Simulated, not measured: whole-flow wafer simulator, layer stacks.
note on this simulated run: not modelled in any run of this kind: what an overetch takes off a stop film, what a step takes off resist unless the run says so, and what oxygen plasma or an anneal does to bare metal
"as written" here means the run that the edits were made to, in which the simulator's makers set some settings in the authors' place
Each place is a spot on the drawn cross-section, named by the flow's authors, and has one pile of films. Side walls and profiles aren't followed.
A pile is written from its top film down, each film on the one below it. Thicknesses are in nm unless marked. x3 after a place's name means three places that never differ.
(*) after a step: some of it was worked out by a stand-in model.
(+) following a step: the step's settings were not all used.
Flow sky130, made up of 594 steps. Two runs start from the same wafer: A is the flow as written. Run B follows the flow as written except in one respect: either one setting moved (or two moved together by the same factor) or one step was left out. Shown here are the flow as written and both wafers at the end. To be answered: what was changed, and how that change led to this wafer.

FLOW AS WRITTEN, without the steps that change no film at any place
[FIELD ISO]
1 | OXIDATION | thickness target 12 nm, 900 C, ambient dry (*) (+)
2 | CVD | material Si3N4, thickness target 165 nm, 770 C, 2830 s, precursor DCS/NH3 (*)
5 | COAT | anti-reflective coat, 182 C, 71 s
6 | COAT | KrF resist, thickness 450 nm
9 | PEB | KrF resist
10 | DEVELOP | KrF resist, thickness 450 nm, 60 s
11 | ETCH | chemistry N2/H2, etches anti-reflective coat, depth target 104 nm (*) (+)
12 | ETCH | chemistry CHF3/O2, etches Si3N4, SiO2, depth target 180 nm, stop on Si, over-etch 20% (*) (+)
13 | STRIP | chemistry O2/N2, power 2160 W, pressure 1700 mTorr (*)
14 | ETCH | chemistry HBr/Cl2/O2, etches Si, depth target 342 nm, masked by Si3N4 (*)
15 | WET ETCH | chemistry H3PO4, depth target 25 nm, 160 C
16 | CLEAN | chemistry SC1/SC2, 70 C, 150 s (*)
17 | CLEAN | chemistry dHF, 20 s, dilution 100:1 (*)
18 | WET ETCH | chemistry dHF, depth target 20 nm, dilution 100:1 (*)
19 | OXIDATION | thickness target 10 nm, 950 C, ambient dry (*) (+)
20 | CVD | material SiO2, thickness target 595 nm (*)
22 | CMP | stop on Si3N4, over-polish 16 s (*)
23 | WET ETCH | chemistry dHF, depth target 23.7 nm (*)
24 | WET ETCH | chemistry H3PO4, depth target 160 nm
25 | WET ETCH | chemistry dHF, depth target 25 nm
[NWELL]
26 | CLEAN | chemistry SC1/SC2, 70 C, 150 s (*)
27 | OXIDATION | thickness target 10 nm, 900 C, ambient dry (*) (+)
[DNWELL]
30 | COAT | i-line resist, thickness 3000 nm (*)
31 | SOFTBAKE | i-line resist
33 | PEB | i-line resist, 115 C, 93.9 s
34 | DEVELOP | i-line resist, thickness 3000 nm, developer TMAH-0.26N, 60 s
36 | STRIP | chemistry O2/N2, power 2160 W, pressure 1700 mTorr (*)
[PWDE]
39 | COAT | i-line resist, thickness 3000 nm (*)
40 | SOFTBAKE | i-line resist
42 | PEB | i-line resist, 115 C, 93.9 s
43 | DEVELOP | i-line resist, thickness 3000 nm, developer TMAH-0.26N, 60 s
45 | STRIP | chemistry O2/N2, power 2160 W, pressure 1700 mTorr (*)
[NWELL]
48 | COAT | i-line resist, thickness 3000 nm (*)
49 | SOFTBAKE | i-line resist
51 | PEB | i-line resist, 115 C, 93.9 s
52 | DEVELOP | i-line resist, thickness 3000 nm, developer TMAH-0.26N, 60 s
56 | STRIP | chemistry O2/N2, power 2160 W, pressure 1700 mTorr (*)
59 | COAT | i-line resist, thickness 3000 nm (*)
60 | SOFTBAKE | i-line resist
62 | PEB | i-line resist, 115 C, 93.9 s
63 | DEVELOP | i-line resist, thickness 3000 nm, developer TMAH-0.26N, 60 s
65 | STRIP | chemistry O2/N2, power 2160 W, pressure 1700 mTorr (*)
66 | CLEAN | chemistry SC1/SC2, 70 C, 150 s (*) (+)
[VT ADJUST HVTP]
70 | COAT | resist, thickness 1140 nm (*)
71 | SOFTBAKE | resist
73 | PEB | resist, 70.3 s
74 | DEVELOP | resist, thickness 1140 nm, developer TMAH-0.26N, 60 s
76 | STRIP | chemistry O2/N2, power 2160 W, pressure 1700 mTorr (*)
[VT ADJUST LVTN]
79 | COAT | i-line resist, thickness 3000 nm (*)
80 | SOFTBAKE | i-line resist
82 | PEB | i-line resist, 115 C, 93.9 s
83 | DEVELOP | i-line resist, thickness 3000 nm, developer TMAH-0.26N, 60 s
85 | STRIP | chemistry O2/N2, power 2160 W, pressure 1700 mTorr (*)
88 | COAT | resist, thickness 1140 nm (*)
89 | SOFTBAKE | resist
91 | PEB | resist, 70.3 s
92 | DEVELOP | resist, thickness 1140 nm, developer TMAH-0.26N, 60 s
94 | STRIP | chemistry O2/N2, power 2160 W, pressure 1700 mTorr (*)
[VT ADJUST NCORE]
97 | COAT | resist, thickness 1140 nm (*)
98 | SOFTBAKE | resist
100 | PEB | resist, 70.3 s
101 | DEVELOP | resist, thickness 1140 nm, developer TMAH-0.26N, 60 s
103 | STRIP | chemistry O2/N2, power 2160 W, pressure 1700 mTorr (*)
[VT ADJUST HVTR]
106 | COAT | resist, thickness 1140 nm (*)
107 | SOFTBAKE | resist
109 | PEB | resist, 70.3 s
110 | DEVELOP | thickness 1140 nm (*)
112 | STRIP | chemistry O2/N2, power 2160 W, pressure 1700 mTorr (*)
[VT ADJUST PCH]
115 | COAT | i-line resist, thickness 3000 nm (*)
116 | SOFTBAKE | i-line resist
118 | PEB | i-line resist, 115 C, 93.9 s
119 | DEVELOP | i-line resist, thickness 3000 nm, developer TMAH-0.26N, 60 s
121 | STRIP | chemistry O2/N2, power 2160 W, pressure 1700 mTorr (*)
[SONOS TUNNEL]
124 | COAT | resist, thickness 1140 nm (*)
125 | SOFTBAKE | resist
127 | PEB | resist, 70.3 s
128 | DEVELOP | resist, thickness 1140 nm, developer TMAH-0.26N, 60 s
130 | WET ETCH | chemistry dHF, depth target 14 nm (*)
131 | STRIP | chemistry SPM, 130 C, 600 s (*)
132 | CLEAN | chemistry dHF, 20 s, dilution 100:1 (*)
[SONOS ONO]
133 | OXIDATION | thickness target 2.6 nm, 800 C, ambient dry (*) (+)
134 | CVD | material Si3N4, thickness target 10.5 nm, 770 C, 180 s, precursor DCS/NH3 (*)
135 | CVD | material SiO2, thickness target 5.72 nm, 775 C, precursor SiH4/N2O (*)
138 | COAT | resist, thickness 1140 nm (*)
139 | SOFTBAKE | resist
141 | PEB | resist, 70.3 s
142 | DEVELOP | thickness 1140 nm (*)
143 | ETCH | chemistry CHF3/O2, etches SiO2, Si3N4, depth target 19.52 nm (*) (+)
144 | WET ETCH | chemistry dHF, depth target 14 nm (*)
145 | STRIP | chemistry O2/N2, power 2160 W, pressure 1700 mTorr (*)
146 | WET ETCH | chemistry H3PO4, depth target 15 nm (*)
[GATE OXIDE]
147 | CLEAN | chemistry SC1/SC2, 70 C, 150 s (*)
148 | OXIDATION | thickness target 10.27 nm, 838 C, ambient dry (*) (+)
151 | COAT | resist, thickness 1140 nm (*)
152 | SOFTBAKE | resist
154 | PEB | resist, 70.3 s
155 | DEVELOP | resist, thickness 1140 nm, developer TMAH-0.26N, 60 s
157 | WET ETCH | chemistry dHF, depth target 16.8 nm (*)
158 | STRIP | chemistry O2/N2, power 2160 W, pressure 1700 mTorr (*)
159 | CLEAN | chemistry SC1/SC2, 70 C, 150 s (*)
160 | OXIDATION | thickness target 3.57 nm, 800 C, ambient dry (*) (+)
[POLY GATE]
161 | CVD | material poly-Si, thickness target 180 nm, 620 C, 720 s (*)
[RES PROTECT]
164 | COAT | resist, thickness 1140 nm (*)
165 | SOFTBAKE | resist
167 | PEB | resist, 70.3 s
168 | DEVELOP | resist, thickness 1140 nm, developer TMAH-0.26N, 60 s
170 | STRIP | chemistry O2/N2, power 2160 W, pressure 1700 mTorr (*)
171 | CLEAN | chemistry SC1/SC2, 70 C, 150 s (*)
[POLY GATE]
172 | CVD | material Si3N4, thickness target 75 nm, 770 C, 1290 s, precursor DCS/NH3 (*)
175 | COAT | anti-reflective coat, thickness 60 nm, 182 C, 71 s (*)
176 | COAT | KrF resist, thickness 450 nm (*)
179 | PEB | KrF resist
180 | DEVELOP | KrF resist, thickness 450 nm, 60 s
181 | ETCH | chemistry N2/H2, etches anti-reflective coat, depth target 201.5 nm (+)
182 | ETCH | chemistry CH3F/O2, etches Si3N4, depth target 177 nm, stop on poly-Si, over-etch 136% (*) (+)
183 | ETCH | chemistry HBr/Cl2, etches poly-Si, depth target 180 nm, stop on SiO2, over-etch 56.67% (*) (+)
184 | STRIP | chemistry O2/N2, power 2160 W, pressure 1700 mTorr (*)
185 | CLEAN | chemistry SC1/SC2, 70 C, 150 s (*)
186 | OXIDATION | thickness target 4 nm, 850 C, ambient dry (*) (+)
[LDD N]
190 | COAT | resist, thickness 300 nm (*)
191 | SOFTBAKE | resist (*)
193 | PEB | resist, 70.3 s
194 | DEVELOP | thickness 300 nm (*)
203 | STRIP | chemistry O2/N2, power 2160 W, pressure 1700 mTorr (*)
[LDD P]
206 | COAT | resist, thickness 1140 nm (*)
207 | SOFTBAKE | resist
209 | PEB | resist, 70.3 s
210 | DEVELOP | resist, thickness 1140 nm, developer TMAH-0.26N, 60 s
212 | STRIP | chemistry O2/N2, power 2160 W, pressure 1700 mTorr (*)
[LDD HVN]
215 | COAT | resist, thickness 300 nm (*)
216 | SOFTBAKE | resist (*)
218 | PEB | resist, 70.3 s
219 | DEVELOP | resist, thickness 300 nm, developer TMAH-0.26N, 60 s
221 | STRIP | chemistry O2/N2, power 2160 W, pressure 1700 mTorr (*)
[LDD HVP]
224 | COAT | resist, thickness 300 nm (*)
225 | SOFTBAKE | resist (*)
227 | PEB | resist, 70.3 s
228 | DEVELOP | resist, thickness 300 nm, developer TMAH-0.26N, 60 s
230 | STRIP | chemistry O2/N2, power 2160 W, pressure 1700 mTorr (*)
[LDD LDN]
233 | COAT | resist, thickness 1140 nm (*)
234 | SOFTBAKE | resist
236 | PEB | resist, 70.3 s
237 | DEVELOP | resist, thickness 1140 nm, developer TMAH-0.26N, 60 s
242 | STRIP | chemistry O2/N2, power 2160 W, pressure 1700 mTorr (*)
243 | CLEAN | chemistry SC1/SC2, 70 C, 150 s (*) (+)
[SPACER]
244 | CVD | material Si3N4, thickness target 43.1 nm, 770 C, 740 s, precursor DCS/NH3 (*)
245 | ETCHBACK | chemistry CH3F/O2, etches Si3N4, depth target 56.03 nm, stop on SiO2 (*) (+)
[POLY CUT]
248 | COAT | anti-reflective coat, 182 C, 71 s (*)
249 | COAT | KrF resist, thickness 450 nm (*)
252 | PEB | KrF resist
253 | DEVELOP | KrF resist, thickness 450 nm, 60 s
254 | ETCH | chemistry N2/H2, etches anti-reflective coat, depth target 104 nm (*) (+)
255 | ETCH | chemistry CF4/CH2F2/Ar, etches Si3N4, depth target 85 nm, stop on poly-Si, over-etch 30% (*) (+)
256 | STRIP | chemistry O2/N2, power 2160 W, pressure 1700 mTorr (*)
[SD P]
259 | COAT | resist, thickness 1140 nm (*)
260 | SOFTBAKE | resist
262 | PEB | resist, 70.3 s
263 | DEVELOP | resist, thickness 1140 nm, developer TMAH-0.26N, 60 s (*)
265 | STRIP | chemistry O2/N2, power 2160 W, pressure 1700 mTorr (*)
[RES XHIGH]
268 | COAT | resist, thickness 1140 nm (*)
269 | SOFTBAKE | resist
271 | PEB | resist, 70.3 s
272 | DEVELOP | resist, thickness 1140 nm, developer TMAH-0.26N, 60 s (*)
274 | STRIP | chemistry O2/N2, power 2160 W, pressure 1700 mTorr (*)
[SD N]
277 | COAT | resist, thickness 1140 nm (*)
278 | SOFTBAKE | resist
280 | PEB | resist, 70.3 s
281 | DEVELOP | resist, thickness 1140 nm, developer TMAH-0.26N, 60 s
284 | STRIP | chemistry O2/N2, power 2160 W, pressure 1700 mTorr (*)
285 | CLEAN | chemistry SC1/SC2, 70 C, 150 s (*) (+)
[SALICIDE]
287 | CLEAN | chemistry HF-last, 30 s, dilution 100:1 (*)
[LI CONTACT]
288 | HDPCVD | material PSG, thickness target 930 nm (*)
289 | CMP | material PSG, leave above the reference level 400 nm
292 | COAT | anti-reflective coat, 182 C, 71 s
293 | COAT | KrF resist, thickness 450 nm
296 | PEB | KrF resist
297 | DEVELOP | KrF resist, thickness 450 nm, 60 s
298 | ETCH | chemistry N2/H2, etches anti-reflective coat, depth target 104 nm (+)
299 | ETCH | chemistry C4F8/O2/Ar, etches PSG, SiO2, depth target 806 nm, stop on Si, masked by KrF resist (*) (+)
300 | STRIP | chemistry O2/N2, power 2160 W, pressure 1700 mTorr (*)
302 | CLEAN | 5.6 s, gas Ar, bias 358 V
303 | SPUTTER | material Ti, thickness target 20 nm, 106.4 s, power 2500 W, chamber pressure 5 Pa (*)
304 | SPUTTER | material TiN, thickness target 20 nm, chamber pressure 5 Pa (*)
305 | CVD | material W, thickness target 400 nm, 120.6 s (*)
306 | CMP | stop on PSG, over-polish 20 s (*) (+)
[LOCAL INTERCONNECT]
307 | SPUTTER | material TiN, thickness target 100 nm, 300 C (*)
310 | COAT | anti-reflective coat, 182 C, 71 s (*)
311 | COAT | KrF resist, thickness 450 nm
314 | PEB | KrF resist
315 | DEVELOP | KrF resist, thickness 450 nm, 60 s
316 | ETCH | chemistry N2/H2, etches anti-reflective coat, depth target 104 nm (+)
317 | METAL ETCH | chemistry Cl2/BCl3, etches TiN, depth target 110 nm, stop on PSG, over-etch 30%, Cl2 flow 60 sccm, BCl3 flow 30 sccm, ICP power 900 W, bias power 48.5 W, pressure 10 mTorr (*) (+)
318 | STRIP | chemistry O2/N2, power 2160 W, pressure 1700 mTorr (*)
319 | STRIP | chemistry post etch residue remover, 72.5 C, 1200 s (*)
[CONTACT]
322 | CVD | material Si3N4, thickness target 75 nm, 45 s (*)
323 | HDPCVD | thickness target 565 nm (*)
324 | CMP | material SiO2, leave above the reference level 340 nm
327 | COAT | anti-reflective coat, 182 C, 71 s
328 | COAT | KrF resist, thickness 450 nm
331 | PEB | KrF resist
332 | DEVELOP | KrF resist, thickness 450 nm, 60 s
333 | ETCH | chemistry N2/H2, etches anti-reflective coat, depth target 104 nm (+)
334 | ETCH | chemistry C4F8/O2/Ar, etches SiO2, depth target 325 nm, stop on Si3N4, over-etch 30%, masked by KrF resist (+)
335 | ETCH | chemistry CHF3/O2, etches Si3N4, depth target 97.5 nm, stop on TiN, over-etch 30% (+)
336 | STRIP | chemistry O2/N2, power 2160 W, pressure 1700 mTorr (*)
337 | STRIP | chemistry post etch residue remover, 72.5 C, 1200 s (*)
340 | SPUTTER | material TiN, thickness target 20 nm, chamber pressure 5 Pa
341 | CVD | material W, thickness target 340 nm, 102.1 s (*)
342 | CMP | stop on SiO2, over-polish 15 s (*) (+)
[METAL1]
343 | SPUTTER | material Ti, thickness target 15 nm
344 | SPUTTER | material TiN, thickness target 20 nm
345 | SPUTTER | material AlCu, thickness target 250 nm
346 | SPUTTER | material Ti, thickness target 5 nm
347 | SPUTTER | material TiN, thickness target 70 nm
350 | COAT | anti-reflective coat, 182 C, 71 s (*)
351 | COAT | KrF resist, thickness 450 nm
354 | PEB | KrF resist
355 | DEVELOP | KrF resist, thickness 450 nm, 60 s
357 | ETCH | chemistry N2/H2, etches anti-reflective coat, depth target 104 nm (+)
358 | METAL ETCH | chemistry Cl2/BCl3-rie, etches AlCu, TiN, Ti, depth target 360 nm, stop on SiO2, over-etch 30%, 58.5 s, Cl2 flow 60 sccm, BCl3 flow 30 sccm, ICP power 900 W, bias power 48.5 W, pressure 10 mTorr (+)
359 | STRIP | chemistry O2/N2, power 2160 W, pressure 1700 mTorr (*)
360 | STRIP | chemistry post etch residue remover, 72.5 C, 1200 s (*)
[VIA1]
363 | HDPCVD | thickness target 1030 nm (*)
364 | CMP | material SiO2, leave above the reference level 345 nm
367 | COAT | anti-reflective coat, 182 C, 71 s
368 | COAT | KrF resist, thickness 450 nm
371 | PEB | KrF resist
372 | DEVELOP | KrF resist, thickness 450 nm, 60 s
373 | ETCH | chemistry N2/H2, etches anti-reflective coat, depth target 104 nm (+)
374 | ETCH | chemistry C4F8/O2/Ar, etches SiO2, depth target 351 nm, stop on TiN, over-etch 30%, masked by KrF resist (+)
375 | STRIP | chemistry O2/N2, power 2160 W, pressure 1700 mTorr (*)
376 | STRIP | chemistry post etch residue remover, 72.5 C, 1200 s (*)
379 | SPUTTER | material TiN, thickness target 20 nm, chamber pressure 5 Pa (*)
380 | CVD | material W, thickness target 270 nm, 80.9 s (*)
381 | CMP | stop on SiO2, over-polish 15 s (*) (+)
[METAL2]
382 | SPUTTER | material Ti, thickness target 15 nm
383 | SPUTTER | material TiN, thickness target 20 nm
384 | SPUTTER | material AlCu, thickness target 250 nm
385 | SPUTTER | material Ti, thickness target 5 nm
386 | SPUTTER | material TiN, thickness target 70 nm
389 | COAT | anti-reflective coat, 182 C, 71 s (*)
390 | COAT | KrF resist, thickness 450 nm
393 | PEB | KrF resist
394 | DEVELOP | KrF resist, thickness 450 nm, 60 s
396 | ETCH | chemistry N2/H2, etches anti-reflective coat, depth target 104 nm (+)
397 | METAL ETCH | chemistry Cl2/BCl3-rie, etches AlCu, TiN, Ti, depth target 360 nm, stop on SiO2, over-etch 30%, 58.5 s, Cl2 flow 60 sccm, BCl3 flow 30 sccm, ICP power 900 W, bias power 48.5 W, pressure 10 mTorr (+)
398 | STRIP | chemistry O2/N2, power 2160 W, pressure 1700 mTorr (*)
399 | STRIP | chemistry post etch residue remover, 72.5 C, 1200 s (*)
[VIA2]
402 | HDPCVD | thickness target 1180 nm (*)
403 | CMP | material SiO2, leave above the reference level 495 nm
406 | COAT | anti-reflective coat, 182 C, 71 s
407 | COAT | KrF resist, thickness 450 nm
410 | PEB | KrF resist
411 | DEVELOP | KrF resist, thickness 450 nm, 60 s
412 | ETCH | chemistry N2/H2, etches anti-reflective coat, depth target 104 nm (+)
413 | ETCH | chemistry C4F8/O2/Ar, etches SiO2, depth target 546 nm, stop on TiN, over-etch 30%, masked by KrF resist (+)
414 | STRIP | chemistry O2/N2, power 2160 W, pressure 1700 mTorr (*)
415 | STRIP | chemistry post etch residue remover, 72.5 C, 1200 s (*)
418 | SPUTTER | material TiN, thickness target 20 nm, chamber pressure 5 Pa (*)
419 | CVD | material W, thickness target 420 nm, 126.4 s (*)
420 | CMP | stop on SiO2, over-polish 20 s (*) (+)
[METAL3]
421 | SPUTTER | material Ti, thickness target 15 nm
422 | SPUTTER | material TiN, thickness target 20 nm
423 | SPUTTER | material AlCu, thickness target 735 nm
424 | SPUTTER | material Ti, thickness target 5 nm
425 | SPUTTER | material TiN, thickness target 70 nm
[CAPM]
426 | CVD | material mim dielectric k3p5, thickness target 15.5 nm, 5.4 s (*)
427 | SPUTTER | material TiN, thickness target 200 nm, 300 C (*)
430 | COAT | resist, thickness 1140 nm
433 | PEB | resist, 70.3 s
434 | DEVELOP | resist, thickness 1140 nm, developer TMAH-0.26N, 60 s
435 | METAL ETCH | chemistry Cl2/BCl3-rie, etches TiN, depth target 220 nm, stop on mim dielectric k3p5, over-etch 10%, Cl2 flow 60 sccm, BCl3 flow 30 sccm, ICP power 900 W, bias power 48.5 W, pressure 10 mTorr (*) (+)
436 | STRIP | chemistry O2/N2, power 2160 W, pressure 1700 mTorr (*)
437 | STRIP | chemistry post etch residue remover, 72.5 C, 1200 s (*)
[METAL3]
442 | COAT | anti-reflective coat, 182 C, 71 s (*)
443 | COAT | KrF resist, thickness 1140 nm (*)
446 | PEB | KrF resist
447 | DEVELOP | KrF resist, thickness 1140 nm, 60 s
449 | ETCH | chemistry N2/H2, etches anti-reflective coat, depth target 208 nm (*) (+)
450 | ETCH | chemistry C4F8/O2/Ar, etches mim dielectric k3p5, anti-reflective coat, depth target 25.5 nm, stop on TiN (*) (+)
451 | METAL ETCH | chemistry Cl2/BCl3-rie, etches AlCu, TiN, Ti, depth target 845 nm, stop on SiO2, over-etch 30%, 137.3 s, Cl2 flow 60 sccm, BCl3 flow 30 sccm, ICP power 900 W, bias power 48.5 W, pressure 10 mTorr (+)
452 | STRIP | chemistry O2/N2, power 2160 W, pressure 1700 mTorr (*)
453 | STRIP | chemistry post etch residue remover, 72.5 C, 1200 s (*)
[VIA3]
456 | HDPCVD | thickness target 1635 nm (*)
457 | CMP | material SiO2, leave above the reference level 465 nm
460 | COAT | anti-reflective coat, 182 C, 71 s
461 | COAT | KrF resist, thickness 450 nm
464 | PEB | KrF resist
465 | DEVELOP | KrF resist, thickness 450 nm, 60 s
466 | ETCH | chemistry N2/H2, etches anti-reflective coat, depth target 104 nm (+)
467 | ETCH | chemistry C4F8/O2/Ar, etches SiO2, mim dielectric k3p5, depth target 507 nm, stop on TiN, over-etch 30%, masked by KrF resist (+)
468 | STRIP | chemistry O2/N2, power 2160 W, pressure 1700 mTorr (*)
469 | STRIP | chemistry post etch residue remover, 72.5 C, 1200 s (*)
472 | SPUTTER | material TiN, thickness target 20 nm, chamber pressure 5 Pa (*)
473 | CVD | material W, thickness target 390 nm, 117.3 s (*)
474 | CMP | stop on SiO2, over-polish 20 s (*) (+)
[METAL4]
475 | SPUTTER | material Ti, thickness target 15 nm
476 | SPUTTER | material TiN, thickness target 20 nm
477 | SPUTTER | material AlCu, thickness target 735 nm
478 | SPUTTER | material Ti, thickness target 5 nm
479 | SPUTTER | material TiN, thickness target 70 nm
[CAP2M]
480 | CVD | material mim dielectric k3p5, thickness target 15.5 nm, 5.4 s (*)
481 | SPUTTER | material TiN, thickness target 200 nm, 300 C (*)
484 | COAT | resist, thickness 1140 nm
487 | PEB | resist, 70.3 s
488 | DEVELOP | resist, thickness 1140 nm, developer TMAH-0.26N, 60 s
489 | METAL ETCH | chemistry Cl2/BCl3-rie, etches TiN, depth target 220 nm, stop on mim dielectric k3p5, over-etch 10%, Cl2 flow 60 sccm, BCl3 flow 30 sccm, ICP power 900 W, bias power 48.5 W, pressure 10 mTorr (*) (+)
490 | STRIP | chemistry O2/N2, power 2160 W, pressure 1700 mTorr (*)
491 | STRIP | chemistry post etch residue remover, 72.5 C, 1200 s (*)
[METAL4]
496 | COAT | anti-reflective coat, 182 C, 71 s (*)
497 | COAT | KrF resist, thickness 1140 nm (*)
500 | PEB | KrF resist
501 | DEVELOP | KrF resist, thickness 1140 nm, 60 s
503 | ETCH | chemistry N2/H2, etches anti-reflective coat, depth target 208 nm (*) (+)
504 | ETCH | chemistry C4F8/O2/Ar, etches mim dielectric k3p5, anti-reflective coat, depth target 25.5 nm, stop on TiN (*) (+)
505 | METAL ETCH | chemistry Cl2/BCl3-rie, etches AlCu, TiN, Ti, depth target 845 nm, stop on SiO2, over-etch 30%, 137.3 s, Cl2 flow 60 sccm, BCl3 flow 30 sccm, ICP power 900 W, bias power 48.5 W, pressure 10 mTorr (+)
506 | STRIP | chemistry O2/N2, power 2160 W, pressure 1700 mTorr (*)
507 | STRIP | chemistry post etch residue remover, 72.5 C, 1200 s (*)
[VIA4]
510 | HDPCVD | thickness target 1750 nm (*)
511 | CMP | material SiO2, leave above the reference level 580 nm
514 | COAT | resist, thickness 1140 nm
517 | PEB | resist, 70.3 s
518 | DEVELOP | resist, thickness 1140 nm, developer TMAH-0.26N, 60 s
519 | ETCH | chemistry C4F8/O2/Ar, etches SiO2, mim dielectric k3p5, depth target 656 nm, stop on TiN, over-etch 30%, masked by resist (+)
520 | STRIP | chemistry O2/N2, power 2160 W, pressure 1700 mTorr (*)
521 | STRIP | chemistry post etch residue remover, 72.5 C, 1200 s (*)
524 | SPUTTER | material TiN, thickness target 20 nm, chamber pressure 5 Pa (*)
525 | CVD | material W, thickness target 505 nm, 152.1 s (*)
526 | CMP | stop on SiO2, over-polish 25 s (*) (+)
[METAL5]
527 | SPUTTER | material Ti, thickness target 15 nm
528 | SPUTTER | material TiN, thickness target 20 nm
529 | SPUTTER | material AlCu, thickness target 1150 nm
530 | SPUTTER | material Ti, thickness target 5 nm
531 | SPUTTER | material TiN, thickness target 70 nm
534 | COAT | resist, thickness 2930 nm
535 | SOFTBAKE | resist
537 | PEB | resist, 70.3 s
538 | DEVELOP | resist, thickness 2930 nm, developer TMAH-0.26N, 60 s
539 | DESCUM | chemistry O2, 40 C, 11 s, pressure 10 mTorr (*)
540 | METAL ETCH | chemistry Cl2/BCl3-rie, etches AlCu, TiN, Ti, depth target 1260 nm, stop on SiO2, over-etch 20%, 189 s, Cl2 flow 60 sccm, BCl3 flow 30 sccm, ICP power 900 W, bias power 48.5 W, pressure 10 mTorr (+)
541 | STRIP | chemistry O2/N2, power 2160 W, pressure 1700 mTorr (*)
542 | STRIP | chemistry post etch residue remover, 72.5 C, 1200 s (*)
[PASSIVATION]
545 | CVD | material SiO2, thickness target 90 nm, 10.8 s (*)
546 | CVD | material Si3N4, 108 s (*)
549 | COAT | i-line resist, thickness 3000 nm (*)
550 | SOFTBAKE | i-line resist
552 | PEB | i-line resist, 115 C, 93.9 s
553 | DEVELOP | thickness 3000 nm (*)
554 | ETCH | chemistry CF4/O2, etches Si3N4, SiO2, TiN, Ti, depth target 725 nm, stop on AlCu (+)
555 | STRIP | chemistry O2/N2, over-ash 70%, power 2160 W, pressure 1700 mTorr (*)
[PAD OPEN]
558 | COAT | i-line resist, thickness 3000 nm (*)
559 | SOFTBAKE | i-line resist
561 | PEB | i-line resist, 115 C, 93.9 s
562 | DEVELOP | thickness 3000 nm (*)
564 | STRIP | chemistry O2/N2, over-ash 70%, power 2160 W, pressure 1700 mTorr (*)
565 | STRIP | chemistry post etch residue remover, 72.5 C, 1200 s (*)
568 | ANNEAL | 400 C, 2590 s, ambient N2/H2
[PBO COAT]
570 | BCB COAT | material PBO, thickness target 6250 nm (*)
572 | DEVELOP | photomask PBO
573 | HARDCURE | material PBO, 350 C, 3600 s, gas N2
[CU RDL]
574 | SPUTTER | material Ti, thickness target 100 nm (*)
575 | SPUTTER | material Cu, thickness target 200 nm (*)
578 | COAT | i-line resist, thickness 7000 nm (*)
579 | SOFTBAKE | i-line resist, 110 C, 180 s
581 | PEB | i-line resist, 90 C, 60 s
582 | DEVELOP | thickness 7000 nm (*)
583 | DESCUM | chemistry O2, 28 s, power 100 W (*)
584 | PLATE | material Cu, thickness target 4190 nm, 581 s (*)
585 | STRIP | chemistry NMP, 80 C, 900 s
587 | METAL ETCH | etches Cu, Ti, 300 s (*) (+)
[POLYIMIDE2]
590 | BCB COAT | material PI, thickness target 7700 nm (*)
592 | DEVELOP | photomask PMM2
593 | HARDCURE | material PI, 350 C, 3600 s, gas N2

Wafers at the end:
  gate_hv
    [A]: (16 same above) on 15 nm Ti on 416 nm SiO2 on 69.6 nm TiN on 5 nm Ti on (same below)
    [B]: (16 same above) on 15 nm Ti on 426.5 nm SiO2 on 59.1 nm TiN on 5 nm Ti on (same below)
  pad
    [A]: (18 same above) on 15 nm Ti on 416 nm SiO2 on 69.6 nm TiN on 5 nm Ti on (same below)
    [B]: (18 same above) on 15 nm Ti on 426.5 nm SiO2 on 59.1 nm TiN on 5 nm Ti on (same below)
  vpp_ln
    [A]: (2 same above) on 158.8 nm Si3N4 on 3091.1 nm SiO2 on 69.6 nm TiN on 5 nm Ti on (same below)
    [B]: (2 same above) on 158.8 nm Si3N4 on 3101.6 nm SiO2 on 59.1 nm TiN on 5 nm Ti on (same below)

Cause: step 386, SPUTTER: thickness target 59.5 nm was run, though the flow has thickness target 70 nm.

How this came from the change, step by step:
  386 | SPUTTER | material TiN, thickness target 70 nm
      field, active, n_well and 188 more: A +70 TiN (new film) | B +59.5 TiN (new film)
  397 | METAL ETCH | chemistry Cl2/BCl3-rie, etches AlCu, TiN, Ti, depth target 360 nm, stop on SiO2, over-etch 30%, 58.5 s, Cl2 flow 60 sccm, BCl3 flow 30 sccm, ICP power 900 W, bias power 48.5 W, pressure 10 mTorr (+)
      field, active, gate and 82 more: A -68.7 TiN (all of it), -5 Ti (all of it), -250 AlCu (all of it), -20 TiN (all of it), -15 Ti (all of it), -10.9 SiO2 | B -58.2 TiN (all of it), -5 Ti (all of it), -250 AlCu (all of it), -20 TiN (all of it), -15 Ti (all of it), -12 SiO2
  413 | ETCH | chemistry C4F8/O2/Ar, etches SiO2, depth target 546 nm, stop on TiN, over-etch 30%, masked by KrF resist (+)
      m1: A -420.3 SiO2 (all of it) | B -430.8 SiO2 (all of it)
      via2_hole: A -419.8 SiO2 (all of it) | B -430.3 SiO2 (all of it)
